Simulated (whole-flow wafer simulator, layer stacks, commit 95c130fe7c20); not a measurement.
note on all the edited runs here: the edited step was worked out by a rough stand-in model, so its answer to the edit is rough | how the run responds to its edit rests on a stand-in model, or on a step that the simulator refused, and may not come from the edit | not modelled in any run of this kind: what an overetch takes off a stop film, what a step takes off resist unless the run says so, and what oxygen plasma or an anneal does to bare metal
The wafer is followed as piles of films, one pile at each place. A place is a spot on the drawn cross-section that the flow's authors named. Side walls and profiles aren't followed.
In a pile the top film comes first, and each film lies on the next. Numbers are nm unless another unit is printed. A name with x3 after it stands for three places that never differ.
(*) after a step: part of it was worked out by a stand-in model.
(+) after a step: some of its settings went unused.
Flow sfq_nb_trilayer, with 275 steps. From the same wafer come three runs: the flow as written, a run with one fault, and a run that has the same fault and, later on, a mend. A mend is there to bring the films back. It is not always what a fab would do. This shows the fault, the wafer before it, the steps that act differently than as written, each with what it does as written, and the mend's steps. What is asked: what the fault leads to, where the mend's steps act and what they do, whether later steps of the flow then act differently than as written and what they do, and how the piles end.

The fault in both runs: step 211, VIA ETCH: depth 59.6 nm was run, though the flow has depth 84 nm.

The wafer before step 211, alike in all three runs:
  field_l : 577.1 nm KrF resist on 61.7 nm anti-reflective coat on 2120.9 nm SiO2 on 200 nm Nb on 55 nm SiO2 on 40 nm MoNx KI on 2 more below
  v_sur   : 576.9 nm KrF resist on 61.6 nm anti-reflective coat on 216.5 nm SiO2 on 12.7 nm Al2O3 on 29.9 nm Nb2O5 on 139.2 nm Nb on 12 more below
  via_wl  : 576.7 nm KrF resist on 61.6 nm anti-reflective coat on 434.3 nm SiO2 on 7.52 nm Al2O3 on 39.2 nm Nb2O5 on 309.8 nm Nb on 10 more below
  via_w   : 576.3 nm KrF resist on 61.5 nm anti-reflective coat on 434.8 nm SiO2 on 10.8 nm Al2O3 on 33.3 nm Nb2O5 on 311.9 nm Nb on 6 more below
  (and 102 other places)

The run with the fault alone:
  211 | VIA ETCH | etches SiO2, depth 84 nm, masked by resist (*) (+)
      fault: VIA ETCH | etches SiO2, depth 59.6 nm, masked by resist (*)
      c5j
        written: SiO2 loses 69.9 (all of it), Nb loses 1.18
        fault: SiO2 loses 59.6
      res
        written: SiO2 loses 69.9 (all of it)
        fault: SiO2 loses 59.6
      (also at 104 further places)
  Steps further on in the flow that do not act as written (5 more steps, not shown, differ only slightly: by at most 2% or 0.5 nm, whichever is larger):
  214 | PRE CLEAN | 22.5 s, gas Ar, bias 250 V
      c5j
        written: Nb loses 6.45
        fault: SiO2 loses 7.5
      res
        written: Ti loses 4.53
        fault: SiO2 loses 7.5
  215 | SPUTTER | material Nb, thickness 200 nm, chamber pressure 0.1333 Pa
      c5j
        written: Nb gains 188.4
        fault: Nb gains 191.9 (new film)
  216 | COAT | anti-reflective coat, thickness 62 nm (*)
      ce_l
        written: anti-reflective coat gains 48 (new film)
        fault: anti-reflective coat gains 50.8 (new film)
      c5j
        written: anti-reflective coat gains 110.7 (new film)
        fault: anti-reflective coat gains 103.4 (new film)
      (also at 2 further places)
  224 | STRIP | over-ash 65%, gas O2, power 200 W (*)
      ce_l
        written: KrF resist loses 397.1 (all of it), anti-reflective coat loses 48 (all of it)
        fault: KrF resist loses 395.4 (all of it), anti-reflective coat loses 50.8 (all of it)
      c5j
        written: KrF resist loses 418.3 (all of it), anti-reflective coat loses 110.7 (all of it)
        fault: KrF resist loses 413 (all of it), anti-reflective coat loses 103.4 (all of it)
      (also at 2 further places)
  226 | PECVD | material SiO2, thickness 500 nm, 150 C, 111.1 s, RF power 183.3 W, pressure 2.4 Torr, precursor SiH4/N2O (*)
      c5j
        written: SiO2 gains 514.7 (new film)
        fault: SiO2 gains 500.8 (new film)
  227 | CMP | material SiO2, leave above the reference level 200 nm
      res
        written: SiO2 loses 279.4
        fault: SiO2 loses 288.1
  At c5j, res, the piles at the end differ from the flow's by more than 2% or 0.5 nm, whichever is larger.
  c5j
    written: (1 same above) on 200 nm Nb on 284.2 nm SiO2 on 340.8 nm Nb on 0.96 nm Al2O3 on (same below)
    fault: (1 same above) on 200 nm Nb on 270.3 nm SiO2 on 191.9 nm Nb on 2.79 nm SiO2 on 160 nm Nb on 0.96 nm Al2O3 on (same below)
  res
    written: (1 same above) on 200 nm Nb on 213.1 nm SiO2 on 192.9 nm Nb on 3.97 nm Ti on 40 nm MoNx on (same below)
    fault: (1 same above) on 200 nm Nb on 204.4 nm SiO2 on 194.3 nm Nb on 2.76 nm SiO2 on 8.5 nm Ti on 40 nm MoNx on (same below)

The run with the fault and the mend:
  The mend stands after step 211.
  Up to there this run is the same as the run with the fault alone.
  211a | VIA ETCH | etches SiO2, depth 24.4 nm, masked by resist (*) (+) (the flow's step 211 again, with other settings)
      field_l, v_sur, via_wl and 101 more
        KrF resist loses 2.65
      c5j
        SiO2 loses 10.3 (all of it), Nb loses 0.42
      res
        SiO2 loses 10.3 (all of it)
  Every later step of the flow that is run acts as written, at every place that is followed, to within 2% or 0.5 nm, whichever is larger.
  At the end the piles are close to the flow's at the places that both follow, differing by at most 2% or 0.5 nm, whichever is larger.
